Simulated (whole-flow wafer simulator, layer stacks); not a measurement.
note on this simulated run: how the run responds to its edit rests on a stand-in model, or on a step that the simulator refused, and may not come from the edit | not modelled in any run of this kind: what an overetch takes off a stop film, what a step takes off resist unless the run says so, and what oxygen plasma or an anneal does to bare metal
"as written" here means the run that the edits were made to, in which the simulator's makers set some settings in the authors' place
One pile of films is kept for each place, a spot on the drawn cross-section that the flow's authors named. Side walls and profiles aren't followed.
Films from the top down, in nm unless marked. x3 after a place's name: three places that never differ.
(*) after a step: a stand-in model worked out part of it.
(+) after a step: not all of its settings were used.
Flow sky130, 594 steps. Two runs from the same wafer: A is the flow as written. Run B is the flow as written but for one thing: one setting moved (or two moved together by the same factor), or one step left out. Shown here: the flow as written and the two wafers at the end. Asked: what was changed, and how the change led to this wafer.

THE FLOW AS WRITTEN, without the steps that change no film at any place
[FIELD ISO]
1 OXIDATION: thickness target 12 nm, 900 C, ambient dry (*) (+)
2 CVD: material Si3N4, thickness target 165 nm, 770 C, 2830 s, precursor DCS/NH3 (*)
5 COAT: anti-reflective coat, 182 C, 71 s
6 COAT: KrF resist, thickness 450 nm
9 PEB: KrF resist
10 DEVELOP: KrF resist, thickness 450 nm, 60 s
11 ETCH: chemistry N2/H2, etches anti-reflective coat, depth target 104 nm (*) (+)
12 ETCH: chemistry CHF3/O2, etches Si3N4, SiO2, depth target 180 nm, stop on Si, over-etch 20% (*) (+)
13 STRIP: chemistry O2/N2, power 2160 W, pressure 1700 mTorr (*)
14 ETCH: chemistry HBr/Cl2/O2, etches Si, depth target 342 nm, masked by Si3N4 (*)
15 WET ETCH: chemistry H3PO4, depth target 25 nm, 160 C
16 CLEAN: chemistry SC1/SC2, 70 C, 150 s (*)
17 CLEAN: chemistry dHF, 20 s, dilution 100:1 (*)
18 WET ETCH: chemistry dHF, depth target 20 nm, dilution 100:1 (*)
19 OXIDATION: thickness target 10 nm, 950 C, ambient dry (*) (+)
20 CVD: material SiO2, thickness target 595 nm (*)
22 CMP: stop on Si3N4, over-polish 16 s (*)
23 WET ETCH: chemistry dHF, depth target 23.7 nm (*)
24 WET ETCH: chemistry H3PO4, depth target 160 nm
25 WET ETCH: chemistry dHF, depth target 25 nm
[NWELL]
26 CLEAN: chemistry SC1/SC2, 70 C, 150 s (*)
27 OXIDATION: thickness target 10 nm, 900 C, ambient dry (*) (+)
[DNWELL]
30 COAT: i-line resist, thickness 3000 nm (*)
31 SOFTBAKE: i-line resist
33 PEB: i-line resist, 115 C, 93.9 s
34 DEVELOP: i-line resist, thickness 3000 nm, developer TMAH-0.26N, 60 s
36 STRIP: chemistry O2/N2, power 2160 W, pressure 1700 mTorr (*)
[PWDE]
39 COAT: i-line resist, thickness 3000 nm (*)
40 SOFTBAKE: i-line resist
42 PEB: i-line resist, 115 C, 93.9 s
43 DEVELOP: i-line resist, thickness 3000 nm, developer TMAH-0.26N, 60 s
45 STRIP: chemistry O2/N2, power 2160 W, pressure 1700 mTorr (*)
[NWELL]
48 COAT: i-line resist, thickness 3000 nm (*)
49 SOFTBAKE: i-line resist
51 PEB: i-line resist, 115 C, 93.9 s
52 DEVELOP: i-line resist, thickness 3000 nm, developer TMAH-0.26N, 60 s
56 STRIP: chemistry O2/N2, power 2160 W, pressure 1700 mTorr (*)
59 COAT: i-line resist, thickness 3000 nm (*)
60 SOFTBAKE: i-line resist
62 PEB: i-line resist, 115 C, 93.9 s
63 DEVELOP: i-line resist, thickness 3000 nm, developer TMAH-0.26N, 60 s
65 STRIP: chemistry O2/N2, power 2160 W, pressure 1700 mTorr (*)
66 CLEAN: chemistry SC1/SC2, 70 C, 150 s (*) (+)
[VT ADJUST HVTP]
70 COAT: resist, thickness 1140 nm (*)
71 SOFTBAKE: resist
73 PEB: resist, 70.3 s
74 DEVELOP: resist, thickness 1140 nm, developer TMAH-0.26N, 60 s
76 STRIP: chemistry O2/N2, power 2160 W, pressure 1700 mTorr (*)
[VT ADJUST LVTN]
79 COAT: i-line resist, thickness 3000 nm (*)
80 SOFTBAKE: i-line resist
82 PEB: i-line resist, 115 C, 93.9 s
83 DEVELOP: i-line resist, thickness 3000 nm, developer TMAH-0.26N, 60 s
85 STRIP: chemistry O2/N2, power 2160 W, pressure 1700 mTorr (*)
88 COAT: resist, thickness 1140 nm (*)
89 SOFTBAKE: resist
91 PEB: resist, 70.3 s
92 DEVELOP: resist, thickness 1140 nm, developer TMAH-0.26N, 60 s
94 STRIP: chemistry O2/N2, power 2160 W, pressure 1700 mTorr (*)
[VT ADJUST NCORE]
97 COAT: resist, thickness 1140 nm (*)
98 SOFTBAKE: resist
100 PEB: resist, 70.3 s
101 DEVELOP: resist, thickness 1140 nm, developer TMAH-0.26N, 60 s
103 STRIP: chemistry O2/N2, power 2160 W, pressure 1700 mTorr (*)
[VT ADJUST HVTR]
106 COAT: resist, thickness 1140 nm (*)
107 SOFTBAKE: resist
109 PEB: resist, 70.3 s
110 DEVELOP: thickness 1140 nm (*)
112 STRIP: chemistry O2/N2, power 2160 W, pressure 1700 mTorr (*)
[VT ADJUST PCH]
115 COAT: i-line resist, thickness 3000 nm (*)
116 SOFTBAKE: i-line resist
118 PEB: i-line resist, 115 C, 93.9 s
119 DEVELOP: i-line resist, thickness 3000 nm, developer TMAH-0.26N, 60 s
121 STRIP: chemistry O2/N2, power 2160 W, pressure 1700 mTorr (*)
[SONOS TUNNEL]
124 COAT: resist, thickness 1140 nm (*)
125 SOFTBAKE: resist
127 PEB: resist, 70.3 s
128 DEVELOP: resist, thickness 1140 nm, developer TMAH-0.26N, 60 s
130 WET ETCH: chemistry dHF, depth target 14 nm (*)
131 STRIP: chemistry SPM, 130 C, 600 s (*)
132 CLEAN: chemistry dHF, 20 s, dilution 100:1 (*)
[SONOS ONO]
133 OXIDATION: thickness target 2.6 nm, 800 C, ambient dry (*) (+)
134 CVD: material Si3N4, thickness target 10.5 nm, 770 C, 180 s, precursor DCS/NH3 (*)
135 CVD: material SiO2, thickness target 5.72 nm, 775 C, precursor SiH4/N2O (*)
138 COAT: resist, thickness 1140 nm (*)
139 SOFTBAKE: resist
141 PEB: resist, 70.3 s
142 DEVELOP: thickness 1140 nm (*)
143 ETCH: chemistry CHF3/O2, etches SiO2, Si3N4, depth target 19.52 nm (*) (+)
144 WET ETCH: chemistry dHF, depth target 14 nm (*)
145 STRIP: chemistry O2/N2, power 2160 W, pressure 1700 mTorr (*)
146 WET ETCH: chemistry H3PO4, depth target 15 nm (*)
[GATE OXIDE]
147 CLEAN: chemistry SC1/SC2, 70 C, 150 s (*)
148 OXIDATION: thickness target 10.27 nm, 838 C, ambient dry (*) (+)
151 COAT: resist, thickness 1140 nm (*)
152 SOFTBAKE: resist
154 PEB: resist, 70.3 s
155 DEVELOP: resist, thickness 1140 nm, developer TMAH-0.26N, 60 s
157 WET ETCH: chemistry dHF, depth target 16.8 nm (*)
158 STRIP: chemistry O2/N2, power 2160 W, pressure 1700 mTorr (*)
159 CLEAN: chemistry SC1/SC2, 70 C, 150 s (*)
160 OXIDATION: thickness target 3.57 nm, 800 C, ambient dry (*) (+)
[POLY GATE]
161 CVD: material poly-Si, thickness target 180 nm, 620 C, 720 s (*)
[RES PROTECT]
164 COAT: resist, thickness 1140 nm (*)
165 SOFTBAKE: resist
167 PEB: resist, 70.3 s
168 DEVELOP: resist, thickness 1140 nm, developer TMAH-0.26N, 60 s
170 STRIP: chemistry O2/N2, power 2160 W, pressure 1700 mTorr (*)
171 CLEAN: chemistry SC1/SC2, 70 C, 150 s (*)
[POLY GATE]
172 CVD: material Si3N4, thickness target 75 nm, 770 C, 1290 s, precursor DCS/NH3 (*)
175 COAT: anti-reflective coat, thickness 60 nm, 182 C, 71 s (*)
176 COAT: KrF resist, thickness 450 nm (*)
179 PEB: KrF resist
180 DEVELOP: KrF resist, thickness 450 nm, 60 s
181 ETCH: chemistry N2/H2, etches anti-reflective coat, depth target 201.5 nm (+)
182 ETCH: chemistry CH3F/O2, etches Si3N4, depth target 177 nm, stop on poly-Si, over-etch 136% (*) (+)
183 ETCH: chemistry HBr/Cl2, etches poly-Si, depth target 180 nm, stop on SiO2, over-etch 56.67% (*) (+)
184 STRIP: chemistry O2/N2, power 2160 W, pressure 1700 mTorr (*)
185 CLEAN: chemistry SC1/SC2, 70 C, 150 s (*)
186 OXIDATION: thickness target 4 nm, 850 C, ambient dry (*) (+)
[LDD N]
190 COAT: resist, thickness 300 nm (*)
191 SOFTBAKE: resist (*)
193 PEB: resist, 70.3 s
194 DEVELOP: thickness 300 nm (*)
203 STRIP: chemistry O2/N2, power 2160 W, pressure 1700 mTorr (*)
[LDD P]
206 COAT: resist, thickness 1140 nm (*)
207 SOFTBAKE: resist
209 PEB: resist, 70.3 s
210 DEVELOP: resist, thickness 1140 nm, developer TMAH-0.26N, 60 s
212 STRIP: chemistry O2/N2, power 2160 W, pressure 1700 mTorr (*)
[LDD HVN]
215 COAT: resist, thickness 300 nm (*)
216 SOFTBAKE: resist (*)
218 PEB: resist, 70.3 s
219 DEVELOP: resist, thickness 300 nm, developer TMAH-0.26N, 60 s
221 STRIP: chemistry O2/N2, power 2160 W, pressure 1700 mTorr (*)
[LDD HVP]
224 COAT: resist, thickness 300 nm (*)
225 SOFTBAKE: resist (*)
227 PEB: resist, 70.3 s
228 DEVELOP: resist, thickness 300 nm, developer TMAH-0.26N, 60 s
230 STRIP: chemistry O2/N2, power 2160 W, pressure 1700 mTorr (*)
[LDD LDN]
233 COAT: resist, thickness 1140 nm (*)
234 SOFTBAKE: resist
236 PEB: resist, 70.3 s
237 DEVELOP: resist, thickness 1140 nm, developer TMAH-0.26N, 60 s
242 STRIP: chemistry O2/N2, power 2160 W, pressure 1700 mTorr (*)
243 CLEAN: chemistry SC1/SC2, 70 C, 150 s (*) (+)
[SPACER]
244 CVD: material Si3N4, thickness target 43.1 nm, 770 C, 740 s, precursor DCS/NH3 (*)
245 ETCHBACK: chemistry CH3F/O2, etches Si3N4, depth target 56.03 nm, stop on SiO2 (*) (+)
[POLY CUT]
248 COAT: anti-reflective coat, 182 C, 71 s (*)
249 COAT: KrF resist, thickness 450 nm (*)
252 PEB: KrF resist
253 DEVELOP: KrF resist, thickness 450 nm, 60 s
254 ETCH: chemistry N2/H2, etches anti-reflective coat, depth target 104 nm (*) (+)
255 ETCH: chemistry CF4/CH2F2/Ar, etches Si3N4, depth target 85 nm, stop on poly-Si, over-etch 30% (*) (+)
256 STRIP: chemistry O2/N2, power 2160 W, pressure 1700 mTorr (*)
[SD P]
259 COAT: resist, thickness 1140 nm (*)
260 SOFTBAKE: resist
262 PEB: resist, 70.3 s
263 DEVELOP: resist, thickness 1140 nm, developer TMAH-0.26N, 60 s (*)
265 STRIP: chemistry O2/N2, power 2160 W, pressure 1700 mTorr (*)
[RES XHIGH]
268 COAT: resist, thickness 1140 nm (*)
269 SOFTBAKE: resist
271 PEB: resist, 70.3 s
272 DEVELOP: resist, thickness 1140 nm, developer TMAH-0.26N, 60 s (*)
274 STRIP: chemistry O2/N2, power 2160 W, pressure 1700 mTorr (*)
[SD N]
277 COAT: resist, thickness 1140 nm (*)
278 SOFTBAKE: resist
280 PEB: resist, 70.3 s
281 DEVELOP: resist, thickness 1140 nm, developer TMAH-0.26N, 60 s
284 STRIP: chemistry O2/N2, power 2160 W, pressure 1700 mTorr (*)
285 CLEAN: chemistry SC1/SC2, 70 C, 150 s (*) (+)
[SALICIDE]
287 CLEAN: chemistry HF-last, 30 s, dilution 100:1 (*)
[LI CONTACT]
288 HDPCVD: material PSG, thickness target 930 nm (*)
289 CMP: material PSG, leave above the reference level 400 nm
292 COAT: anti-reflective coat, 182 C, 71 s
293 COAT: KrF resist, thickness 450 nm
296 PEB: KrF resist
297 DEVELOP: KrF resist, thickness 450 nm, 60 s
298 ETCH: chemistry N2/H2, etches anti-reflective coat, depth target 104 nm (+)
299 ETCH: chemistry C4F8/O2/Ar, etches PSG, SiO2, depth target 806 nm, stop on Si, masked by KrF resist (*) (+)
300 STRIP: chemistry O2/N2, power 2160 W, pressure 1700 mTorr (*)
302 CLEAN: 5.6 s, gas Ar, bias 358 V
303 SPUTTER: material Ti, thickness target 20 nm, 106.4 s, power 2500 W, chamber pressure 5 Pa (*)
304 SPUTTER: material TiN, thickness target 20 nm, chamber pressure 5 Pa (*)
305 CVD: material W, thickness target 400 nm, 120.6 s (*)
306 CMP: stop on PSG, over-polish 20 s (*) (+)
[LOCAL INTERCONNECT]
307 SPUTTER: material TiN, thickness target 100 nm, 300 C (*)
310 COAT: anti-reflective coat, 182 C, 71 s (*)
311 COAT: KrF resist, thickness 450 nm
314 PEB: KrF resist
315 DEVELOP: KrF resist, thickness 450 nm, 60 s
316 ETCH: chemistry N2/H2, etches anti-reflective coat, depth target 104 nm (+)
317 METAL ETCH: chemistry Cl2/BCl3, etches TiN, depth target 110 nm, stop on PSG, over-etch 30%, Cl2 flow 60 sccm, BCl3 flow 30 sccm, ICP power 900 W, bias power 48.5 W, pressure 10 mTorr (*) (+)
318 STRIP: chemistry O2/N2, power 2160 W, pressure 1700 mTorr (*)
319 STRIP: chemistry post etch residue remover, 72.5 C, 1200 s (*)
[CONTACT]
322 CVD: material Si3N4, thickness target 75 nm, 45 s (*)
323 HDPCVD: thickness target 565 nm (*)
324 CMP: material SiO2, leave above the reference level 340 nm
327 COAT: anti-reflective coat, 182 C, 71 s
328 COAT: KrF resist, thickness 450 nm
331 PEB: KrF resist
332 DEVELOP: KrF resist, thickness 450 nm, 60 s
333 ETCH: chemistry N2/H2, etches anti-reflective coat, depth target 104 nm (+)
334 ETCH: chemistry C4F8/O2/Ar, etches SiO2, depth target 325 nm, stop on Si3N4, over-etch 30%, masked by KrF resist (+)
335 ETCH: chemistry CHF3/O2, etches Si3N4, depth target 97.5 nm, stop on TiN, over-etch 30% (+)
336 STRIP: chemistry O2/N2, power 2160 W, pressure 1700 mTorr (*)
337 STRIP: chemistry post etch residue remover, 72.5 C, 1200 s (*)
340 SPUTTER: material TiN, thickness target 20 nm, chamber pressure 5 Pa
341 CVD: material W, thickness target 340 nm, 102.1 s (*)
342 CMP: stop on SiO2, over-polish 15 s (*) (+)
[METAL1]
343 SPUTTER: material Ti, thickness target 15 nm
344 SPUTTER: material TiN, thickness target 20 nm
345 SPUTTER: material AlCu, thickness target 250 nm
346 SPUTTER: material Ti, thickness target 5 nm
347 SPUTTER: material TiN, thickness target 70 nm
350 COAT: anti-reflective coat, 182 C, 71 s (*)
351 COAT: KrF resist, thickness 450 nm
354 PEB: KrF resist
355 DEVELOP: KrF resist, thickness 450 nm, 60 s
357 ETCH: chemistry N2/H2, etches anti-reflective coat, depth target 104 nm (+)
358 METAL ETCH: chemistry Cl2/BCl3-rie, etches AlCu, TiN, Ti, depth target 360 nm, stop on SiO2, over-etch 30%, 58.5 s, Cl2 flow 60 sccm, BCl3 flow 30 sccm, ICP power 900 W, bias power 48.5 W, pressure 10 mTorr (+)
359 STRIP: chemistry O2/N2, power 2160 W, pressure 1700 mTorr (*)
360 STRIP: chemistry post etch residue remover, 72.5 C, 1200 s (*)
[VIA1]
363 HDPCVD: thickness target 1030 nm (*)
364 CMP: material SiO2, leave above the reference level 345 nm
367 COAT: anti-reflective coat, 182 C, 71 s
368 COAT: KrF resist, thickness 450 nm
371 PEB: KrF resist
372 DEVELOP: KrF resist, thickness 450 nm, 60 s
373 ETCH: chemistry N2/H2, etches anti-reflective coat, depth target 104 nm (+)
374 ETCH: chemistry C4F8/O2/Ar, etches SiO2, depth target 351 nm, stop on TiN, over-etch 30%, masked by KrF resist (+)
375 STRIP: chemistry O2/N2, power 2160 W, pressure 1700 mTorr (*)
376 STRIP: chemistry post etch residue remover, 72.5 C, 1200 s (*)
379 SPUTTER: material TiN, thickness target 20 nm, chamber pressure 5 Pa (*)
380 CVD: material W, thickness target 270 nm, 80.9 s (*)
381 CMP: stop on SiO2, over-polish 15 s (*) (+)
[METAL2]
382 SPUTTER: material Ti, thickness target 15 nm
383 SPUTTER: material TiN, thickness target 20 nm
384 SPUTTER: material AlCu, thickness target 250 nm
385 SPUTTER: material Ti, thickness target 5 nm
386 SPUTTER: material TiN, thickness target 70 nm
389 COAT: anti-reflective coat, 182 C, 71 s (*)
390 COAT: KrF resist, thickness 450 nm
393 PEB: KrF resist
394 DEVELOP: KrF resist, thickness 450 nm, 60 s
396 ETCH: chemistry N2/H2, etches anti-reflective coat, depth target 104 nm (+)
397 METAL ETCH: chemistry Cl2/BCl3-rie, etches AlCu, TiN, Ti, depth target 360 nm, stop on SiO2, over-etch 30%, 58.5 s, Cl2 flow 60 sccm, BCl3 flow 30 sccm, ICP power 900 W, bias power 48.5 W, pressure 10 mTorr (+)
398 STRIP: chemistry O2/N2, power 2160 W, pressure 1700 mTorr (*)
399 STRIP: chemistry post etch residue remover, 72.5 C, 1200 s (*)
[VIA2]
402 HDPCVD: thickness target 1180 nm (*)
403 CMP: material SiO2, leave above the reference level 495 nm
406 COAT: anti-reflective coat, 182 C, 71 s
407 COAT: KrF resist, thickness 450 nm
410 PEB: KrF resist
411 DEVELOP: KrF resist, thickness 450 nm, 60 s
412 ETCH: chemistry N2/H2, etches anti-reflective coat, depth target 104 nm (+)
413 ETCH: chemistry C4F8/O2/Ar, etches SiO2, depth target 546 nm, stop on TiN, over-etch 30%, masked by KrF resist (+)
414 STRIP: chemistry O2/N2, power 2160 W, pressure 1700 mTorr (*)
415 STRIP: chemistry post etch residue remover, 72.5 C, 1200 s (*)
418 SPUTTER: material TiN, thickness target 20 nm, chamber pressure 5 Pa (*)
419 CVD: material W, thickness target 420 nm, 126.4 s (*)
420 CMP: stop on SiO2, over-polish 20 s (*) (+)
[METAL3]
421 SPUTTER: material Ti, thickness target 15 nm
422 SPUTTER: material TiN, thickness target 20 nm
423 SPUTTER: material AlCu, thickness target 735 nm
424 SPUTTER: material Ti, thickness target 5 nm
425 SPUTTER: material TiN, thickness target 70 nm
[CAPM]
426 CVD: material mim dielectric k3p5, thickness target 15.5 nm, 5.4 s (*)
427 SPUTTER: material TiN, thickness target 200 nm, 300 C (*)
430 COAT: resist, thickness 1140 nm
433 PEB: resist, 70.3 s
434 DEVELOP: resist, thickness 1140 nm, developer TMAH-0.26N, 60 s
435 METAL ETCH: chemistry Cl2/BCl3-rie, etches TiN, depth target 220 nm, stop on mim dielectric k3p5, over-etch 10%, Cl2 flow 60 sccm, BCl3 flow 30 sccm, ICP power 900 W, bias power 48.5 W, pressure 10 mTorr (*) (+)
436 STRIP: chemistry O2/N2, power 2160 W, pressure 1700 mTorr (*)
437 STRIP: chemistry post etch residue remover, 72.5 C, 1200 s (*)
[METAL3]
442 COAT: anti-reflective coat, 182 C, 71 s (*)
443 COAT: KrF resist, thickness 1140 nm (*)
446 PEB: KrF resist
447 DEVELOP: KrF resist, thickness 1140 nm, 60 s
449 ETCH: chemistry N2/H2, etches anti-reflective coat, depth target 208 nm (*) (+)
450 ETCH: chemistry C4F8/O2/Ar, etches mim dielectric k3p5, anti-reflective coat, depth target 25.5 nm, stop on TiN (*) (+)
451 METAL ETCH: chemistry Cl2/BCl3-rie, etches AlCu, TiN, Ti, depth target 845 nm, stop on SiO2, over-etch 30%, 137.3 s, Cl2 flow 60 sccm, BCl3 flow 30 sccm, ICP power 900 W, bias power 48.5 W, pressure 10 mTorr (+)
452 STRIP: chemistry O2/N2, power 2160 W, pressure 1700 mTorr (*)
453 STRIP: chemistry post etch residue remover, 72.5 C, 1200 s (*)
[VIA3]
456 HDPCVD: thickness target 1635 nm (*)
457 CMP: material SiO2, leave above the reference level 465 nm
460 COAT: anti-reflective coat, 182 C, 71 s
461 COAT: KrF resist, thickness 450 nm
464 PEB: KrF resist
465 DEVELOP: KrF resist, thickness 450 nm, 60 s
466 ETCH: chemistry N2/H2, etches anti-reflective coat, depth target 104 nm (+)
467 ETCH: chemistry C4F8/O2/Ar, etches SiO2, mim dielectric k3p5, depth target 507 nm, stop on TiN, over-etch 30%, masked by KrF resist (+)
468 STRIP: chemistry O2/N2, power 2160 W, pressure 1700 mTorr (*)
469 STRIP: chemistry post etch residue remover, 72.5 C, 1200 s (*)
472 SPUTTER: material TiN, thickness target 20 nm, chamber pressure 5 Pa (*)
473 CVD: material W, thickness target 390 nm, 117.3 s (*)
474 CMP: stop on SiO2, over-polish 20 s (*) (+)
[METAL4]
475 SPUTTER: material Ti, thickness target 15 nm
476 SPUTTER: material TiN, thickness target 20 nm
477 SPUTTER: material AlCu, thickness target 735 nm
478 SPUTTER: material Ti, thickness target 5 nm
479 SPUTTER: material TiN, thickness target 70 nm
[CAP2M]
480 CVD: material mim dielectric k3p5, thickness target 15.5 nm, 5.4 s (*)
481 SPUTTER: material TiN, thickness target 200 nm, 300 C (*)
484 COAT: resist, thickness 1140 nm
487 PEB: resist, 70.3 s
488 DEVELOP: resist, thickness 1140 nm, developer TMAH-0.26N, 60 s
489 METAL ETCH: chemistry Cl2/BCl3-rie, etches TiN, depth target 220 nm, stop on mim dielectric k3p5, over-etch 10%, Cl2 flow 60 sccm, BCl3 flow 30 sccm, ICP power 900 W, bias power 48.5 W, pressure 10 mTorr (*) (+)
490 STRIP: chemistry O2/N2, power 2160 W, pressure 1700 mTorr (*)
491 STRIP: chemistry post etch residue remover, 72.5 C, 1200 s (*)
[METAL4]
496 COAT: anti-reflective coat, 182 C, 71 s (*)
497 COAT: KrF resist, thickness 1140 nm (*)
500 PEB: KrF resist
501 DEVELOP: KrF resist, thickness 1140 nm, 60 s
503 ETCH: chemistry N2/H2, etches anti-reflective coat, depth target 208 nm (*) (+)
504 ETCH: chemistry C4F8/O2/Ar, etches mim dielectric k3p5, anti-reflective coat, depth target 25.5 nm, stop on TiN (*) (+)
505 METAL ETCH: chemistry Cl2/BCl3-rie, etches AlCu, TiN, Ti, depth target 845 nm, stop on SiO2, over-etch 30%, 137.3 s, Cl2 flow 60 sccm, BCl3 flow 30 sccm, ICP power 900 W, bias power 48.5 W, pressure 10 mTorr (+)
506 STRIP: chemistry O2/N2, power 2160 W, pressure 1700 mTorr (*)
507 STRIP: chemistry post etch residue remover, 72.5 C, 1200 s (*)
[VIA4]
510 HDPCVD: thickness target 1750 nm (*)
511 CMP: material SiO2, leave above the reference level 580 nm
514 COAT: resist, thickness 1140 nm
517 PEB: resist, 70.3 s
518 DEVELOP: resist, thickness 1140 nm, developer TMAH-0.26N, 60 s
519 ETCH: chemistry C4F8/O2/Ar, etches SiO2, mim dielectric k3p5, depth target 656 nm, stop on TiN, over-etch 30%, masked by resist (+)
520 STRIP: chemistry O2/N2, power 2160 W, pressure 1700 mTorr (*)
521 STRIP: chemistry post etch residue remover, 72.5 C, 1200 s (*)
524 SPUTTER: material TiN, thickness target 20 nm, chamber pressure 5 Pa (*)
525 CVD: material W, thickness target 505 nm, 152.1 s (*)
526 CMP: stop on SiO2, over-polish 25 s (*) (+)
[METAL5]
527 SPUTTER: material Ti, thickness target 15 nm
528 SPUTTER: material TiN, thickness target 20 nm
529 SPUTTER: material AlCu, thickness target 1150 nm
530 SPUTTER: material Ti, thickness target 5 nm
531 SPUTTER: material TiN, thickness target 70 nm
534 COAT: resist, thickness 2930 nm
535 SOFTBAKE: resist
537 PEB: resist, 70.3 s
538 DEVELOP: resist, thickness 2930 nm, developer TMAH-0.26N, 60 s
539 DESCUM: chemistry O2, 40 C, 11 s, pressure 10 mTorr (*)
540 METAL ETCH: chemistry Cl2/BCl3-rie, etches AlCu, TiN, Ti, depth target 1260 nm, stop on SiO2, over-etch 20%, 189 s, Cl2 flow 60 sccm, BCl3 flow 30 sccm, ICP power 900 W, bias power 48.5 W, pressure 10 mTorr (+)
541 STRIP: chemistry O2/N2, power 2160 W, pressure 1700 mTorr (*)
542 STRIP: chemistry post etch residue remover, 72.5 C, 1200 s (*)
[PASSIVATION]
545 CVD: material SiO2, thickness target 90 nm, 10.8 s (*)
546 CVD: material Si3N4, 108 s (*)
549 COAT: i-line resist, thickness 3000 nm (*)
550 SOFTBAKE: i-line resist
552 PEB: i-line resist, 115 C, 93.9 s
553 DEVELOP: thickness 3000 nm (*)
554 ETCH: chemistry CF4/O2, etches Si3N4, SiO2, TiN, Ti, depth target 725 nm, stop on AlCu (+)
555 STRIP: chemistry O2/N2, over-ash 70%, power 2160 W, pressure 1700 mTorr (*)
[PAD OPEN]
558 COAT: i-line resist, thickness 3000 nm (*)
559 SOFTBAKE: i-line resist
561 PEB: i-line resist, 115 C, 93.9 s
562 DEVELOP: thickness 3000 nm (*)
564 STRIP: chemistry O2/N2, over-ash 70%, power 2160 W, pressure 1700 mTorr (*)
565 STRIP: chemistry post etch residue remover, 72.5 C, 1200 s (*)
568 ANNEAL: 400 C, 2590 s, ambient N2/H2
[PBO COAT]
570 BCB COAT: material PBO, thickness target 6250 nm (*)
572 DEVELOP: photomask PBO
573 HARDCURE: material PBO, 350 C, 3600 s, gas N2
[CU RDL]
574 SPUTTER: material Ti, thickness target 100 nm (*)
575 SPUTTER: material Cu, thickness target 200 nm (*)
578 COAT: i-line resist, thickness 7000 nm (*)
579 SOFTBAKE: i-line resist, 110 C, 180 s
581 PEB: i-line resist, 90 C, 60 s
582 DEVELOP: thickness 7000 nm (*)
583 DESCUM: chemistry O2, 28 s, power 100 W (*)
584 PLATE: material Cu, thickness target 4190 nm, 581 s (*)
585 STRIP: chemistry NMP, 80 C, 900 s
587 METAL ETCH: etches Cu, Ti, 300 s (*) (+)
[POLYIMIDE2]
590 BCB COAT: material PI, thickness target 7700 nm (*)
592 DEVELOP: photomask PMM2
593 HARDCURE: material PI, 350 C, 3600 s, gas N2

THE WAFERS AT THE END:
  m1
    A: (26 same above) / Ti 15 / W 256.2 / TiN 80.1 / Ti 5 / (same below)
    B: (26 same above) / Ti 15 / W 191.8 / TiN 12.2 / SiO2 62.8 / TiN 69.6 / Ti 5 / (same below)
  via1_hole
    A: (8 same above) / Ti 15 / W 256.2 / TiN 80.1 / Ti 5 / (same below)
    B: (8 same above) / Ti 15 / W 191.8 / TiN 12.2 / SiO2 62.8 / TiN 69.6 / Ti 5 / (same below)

The cause: step 374, ETCH: depth target 207 nm was run, where the flow has depth target 351 nm.

How the change led to this, step by step:
  374 ETCH: chemistry C4F8/O2/Ar, etches SiO2, depth target 351 nm, stop on TiN, over-etch 30%, masked by KrF resist (+)
      m1, via1_hole: A SiO2 -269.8 (all of it) | B SiO2 -207
      field, active, n_well and 186 more: A KrF resist -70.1 | B KrF resist -41.4
  375 STRIP: chemistry O2/N2, power 2160 W, pressure 1700 mTorr (*)
      field, active, n_well and 186 more: A KrF resist -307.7 (all of it), anti-reflective coat -80 (all of it) | B KrF resist -336.4 (all of it), anti-reflective coat -80 (all of it)
  379 SPUTTER: material TiN, thickness target 20 nm, chamber pressure 5 Pa (*)
      m1: A TiN +11 | B TiN +12.2 (new film)
      via1_hole: A TiN +10.9 | B TiN +12.2 (new film)
  380 CVD: material W, thickness target 270 nm, 80.9 s (*)
      m1, via1_hole: A W +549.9 (new film) | B W +485.4 (new film)
Counting metal films that touch as one body, m1 has 3 bodies (between them, from the top down: SiO2 62.8; SiO2 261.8 / Si3N4 75); the flow as written gives 2 bodies (between them, from the top down: SiO2 261.8 / Si3N4 75).
Counting metal films that touch as one body, via1_hole has 2 bodies (between them, from the top down: SiO2 62.8); the flow as written gives 1 body.
